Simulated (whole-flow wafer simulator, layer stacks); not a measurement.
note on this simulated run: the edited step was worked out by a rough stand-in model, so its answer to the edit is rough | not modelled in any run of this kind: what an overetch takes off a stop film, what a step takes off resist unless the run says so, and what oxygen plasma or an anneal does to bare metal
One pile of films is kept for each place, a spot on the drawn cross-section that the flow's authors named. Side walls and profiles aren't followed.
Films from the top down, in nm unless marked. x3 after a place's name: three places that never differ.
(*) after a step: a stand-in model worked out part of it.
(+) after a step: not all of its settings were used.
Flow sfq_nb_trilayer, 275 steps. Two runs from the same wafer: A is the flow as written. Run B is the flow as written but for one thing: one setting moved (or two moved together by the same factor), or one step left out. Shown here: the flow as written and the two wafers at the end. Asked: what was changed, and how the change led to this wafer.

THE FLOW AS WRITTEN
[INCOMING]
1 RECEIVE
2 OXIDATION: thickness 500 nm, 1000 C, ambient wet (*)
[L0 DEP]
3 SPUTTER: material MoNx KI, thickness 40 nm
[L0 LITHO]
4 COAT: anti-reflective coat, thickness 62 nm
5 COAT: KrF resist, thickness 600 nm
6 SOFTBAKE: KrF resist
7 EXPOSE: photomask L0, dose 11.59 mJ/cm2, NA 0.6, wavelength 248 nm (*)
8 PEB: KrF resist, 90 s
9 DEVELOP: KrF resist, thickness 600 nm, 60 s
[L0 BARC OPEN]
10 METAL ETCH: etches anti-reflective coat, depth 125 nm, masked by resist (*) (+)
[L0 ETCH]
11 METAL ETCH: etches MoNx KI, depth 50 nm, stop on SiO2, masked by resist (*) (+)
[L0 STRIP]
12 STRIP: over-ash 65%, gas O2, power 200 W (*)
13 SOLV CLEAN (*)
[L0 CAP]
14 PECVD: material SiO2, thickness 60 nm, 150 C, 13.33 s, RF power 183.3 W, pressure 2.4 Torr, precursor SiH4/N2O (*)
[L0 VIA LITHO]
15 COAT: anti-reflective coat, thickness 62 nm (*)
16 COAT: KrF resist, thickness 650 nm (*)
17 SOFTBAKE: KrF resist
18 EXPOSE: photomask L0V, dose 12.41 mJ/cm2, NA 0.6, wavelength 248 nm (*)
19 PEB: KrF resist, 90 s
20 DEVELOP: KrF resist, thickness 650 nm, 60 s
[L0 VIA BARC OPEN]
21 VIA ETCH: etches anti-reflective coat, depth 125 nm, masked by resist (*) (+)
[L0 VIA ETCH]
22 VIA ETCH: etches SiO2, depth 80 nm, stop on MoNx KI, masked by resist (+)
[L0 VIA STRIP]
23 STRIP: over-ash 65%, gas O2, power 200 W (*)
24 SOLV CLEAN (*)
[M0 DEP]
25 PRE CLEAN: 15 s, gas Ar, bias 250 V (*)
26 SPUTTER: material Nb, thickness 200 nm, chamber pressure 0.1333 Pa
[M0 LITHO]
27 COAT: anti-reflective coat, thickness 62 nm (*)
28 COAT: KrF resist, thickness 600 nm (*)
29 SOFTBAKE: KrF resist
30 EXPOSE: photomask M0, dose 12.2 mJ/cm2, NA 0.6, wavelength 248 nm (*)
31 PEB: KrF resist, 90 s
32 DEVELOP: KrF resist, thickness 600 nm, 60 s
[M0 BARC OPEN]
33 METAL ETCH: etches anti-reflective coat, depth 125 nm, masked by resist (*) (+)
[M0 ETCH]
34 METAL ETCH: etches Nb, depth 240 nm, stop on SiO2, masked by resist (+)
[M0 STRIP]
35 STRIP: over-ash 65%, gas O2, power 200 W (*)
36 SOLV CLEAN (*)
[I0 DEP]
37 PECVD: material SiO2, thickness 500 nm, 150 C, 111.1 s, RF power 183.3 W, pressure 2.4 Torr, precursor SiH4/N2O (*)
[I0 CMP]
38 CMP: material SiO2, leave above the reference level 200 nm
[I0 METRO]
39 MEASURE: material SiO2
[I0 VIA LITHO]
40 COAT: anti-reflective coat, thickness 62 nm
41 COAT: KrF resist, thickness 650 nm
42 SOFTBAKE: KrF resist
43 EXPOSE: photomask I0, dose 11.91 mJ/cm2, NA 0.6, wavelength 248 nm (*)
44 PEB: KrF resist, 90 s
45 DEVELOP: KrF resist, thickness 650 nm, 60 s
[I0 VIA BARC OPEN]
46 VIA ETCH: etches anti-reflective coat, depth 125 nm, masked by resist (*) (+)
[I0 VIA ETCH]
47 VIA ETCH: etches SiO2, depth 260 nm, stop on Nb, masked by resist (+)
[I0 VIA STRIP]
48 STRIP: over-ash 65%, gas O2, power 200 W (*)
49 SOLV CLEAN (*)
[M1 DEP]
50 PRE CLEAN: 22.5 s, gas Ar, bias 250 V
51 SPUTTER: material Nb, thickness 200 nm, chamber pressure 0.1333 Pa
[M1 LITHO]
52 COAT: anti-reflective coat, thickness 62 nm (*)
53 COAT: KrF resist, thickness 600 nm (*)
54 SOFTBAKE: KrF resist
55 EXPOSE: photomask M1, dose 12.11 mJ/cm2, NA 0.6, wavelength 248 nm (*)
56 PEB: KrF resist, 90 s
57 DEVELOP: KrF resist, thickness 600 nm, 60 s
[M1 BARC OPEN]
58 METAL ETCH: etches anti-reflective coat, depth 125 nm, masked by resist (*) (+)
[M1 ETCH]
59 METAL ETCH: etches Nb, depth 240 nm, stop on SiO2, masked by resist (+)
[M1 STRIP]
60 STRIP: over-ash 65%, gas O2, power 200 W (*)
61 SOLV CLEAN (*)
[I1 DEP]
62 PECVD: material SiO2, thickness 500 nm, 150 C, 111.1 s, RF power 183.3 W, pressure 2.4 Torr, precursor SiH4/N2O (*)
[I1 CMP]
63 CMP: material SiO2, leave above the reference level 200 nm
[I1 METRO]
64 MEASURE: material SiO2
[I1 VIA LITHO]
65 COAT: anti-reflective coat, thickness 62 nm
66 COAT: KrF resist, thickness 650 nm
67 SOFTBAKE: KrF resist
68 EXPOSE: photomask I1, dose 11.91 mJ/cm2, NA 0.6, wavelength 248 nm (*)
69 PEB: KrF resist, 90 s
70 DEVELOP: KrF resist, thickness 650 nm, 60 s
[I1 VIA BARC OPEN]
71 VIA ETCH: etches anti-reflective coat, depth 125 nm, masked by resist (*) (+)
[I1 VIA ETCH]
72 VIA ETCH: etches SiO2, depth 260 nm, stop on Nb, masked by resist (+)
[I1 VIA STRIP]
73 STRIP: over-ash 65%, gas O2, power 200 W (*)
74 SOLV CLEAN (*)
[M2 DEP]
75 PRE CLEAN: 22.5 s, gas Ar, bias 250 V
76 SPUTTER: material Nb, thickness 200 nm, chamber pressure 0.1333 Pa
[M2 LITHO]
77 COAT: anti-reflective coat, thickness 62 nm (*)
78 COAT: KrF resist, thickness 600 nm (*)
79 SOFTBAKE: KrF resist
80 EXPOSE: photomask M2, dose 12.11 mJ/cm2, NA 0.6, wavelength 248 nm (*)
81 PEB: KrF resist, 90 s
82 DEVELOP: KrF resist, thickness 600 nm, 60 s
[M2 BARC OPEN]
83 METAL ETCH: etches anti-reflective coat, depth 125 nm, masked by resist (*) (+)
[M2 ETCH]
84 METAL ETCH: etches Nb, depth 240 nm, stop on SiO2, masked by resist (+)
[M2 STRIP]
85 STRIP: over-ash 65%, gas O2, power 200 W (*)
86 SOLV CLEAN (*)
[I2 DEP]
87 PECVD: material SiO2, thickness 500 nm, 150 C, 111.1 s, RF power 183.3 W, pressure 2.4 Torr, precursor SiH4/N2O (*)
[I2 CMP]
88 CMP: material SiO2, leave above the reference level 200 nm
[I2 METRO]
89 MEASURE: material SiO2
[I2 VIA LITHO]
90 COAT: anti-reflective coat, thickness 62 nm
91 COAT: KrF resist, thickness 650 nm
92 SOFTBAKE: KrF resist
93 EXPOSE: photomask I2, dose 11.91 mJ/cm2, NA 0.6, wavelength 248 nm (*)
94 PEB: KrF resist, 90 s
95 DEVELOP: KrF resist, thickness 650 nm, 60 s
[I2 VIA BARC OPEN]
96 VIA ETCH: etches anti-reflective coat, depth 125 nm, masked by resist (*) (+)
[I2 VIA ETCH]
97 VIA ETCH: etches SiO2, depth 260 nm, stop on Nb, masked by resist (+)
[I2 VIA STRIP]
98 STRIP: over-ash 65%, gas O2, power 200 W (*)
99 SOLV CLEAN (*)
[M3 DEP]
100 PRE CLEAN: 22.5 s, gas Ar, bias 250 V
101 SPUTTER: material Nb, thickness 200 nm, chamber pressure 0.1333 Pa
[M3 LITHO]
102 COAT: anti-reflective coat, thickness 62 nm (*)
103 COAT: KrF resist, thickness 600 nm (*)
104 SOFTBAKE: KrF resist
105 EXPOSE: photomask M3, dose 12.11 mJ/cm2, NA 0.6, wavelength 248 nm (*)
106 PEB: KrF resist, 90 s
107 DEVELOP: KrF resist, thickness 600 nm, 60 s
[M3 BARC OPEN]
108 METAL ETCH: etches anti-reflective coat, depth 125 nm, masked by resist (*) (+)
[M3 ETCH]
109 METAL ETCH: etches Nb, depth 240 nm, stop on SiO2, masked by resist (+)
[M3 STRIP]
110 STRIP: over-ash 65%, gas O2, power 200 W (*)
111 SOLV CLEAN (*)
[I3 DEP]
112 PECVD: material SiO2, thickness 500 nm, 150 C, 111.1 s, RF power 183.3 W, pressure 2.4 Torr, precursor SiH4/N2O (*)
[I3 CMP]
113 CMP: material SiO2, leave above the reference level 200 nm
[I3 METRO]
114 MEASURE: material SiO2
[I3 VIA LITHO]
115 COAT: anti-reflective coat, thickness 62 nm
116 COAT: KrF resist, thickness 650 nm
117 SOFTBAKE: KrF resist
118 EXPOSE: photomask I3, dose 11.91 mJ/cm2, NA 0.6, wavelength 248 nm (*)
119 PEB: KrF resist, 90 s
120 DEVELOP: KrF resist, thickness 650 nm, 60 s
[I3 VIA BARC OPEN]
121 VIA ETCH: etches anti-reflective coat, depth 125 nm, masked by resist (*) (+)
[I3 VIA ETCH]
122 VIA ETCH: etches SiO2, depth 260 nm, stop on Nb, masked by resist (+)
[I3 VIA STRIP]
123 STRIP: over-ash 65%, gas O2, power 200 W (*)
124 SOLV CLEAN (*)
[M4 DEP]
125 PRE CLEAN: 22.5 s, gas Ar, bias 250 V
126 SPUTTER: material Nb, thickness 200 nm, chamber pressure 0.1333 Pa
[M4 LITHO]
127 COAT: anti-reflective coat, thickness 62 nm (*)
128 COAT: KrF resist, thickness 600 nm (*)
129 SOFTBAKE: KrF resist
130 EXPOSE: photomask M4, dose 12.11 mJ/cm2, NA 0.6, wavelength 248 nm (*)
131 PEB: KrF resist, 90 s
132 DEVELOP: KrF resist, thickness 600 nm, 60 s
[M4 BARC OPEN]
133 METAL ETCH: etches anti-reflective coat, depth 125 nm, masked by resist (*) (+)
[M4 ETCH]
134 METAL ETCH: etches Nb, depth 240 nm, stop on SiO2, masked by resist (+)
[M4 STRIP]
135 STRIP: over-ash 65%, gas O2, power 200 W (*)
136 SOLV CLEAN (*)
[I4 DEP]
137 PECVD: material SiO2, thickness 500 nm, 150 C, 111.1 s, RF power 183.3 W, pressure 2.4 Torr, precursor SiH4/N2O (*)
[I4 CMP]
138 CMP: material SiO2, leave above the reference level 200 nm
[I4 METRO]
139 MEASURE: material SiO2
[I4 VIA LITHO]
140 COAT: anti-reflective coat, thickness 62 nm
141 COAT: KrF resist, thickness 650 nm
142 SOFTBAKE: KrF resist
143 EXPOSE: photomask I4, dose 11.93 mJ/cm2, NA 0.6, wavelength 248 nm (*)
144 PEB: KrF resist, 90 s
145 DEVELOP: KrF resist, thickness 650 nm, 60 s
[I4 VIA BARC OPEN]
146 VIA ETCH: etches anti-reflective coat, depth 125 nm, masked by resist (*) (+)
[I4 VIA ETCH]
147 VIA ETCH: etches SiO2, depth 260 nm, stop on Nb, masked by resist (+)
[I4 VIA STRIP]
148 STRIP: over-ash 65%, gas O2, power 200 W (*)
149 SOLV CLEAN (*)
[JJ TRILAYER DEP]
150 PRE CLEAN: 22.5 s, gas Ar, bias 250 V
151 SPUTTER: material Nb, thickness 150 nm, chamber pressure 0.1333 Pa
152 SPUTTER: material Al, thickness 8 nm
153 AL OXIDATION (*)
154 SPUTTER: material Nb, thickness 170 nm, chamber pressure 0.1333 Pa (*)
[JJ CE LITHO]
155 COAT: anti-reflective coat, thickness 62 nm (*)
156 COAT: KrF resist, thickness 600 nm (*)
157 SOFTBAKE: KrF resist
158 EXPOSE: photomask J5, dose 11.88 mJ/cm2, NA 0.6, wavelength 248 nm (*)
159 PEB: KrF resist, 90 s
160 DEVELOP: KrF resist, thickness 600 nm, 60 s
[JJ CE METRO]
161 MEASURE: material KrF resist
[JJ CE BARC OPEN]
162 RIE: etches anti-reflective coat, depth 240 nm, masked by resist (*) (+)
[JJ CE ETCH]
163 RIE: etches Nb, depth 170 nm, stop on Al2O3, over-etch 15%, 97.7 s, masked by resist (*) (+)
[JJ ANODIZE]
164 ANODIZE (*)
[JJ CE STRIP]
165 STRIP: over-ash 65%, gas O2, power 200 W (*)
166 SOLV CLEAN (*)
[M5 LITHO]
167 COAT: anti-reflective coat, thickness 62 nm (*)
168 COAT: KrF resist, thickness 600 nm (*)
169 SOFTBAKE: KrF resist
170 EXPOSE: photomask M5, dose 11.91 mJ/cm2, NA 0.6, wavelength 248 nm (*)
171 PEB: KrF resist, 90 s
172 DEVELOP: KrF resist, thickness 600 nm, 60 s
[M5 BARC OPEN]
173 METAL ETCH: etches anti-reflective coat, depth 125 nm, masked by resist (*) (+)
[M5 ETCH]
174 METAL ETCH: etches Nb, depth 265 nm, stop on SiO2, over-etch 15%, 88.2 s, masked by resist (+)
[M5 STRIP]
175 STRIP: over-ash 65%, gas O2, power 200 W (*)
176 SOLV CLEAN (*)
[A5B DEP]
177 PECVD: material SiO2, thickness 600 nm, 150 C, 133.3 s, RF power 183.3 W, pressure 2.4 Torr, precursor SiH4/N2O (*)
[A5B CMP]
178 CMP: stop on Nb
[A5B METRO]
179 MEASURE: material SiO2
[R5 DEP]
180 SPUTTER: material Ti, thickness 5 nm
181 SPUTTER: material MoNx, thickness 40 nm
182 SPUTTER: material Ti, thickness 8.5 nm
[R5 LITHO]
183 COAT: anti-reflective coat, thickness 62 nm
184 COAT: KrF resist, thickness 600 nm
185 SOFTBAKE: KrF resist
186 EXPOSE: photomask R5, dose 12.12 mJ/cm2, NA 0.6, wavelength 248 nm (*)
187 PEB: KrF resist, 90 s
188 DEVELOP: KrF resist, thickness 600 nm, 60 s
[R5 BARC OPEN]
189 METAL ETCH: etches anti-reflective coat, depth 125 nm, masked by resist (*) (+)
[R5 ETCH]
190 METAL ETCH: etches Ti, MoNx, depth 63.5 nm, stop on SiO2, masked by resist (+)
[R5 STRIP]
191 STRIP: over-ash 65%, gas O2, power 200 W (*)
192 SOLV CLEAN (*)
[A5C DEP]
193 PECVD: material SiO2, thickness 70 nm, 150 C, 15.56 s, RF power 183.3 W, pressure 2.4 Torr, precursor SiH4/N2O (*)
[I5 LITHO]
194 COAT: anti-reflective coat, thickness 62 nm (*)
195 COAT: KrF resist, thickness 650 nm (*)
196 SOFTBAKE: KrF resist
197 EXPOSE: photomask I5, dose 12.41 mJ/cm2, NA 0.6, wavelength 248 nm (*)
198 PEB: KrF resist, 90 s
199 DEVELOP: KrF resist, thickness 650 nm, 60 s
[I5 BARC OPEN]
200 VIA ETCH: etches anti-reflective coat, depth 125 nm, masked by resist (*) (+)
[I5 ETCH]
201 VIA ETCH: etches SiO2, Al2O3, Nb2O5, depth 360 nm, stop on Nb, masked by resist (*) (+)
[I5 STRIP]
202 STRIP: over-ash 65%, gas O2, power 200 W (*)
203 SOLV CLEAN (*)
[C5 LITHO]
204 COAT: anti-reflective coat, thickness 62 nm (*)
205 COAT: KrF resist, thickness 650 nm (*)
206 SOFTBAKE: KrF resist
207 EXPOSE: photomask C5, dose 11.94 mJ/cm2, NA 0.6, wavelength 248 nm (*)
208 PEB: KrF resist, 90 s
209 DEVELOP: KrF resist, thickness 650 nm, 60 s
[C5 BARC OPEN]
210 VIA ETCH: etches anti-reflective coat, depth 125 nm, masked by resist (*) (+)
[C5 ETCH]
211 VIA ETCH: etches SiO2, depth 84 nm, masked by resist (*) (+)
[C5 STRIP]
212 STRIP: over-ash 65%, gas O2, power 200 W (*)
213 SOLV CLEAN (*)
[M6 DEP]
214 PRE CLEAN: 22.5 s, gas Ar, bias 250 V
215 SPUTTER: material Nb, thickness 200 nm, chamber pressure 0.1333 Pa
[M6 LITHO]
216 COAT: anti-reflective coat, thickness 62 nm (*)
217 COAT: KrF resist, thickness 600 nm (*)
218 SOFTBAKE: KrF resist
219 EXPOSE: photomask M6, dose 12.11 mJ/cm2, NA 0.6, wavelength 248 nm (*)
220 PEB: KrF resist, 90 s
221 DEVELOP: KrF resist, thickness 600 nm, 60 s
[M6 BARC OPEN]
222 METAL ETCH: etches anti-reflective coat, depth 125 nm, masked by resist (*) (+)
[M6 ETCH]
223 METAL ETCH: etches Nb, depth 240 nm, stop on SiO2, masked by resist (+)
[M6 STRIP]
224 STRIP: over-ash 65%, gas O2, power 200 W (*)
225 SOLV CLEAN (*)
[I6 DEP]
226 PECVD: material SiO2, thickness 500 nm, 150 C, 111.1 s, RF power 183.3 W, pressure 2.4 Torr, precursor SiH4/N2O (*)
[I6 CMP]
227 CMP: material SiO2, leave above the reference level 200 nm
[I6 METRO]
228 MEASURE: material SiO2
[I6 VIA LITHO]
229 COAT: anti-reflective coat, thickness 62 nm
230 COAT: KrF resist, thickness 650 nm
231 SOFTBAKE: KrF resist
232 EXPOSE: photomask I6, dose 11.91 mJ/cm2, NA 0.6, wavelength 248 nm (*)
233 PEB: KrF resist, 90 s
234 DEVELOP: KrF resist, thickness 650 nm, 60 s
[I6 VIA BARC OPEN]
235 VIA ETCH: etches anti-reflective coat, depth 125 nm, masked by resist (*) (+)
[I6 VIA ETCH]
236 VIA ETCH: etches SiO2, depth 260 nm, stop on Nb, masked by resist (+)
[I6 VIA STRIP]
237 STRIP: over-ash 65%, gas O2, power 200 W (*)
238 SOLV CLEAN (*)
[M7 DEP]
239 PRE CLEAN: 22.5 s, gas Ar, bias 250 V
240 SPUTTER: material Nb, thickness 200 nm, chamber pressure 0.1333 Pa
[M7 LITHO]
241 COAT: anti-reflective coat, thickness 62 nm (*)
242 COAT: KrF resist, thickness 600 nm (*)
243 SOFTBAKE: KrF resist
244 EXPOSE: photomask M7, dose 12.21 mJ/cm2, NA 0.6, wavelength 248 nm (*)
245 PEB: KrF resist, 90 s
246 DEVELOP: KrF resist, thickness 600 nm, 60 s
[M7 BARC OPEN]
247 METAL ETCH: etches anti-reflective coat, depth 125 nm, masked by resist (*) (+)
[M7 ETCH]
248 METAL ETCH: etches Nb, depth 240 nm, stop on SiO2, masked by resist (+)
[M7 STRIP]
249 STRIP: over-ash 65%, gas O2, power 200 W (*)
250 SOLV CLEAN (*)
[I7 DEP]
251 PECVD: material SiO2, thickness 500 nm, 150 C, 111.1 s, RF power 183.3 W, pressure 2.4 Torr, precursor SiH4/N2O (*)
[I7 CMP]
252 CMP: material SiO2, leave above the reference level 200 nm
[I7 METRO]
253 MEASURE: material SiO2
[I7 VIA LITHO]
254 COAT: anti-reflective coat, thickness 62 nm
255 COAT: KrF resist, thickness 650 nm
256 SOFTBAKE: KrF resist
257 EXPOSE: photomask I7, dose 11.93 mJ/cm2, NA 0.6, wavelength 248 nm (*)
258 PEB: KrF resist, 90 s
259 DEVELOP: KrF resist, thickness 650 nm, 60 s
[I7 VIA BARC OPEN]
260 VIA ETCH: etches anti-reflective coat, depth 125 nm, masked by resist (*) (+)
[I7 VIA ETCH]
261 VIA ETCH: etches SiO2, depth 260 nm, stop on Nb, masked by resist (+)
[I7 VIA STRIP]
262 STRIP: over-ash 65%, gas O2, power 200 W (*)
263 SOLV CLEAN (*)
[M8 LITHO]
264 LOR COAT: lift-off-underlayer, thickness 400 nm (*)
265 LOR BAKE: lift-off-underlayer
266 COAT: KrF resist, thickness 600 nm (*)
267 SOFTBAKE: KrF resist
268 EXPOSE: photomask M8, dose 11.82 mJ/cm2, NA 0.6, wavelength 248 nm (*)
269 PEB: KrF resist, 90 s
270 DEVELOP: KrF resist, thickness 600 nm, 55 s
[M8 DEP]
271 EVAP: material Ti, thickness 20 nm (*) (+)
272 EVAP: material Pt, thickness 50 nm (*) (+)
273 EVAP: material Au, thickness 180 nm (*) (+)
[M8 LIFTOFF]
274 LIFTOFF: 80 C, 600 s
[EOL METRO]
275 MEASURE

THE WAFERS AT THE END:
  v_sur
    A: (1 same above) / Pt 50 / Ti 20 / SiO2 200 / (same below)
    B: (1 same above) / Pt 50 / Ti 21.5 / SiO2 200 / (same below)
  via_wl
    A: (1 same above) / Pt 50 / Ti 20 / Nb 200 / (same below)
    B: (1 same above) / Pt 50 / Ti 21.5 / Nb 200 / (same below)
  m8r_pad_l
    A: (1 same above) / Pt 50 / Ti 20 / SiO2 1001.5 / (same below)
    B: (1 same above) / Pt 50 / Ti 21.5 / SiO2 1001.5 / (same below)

The cause: step 271, EVAP: thickness 21.5 nm was run, where the flow has thickness 20 nm.
It can be read off the wafer: v_sur has Ti 21.5, and step 271 as written asks for 20 nm.

How the change led to this, step by step:
  271 EVAP: material Ti, thickness 20 nm (*) (+)
      field_l, v_sur, via_wl and 103 more: A Ti +20 (new film) | B Ti +21.5 (new film)
  274 LIFTOFF: 80 C, 600 s
      p4_fl, p4_fm, p4_w1 and 71 more: A Au -180 (all of it), Pt -50 (all of it), Ti -20 (all of it), KrF resist -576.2 (all of it), lift-off-underlayer -400 (all of it) | B Au -180 (all of it), Pt -50 (all of it), Ti -21.5 (all of it), KrF resist -576.2 (all of it), lift-off-underlayer -400 (all of it)
      c5j, ce_r: A Au -180 (all of it), Pt -50 (all of it), Ti -20 (all of it), KrF resist -573.3 (all of it), lift-off-underlayer -399.3 (all of it) | B Au -180 (all of it), Pt -50 (all of it), Ti -21.5 (all of it), KrF resist -573.3 (all of it), lift-off-underlayer -399.3 (all of it)
      (and at 19 more places)
